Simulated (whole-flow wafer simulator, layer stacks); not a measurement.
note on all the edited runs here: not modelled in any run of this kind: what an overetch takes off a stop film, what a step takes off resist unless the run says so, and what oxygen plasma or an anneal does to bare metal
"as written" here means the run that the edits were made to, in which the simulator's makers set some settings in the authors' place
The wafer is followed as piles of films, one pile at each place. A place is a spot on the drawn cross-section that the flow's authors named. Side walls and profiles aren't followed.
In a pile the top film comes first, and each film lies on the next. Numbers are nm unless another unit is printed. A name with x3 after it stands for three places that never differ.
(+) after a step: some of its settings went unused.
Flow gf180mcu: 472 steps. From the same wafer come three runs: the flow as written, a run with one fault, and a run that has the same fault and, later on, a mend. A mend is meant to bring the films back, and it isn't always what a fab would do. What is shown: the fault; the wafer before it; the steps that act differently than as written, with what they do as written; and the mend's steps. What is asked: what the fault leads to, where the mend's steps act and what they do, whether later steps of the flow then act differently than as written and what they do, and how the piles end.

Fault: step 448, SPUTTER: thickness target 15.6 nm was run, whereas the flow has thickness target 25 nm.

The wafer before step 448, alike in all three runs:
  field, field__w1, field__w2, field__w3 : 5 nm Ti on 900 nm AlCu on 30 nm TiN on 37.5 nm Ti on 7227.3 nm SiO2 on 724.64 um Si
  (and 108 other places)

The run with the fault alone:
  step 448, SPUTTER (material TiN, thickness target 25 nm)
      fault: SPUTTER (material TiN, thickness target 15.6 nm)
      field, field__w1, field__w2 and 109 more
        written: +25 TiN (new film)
        fault: +15.6 TiN (new film)
  Steps further on in the flow that do not act as written (5 other steps are not shown; they differ only slightly, by no more than 2% or 0.5 nm, whichever is larger):
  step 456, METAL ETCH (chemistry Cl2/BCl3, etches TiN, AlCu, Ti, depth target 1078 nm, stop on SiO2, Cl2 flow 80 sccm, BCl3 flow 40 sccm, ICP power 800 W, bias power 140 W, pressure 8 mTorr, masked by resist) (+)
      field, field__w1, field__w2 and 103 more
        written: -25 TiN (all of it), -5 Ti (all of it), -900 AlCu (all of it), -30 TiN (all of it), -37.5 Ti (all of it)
        fault: -15.6 TiN (all of it), -5 Ti (all of it), -900 AlCu (all of it), -30 TiN (all of it), -37.5 Ti (all of it)
  By the end, the piles at field__w8, contact, m1, m1__w1, pad, m1_nw depart from the flow's by more than 2% or 0.5 nm, whichever is larger.
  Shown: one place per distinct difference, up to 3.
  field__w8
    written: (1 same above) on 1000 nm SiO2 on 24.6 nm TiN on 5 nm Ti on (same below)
    fault: (1 same above) on 1000 nm SiO2 on 15.2 nm TiN on 5 nm Ti on (same below)
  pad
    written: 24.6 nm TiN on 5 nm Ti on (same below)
    fault: 15.2 nm TiN on 5 nm Ti on (same below)

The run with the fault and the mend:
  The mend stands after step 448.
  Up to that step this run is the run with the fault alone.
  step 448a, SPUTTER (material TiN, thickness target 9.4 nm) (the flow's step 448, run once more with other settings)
      field, field__w1, field__w2 and 109 more
        +9.4 TiN
  Every later step of the flow that is run acts as written at every place that is followed.
  The piles end the same as the flow's at every place that both follow.
